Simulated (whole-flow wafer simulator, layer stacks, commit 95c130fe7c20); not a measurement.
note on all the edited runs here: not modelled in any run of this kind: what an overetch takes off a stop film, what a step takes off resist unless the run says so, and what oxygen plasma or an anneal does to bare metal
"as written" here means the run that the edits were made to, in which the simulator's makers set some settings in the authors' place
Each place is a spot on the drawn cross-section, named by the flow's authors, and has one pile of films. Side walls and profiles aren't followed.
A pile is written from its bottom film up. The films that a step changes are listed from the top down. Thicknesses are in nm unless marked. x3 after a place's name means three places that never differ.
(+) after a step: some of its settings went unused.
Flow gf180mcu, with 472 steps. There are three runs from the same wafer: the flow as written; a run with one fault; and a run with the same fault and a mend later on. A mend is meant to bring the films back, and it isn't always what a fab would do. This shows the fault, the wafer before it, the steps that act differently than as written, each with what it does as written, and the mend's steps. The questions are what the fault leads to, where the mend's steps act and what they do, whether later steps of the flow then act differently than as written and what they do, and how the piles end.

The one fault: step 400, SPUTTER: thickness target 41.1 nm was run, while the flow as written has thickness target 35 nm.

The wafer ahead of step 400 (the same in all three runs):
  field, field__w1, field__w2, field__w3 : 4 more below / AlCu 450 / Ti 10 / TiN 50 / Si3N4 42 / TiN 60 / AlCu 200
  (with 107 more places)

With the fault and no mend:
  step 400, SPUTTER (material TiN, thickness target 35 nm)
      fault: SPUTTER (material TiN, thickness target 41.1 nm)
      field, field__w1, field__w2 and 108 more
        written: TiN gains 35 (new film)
        fault: TiN gains 41.1 (new film)
  Steps further on in the flow that do not act as written (not shown: 8 more steps that differ only slightly, by at most 2% or 0.5 nm, whichever is larger):
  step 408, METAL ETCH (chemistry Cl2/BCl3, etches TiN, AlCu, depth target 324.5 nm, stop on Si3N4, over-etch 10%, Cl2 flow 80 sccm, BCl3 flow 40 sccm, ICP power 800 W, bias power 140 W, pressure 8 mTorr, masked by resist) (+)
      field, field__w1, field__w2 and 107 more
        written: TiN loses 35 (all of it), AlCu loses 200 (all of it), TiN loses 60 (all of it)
        fault: TiN loses 41.1 (all of it), AlCu loses 200 (all of it), TiN loses 60 (all of it)
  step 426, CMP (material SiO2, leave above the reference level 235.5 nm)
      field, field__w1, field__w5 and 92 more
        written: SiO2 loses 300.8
        fault: SiO2 loses 294.7
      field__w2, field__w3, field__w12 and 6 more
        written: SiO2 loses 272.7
        fault: SiO2 loses 266.6
  By the end, the piles at mim depart from the flow's by more than 2% or 0.5 nm, whichever is larger.
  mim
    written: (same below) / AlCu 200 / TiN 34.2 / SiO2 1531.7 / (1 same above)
    fault: (same below) / AlCu 200 / TiN 40.3 / SiO2 1531.7 / (1 same above)

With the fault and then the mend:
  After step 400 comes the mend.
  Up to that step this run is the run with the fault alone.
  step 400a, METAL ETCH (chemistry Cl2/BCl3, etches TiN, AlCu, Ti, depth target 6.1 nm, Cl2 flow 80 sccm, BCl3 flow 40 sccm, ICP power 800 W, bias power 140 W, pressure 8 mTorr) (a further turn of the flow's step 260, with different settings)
      field, field__w1, field__w2 and 108 more
        TiN loses 6.1
  Later steps of the flow that are run all act as written at every place that is followed.
  By the end, the piles equal the flow's at every place that both follow.
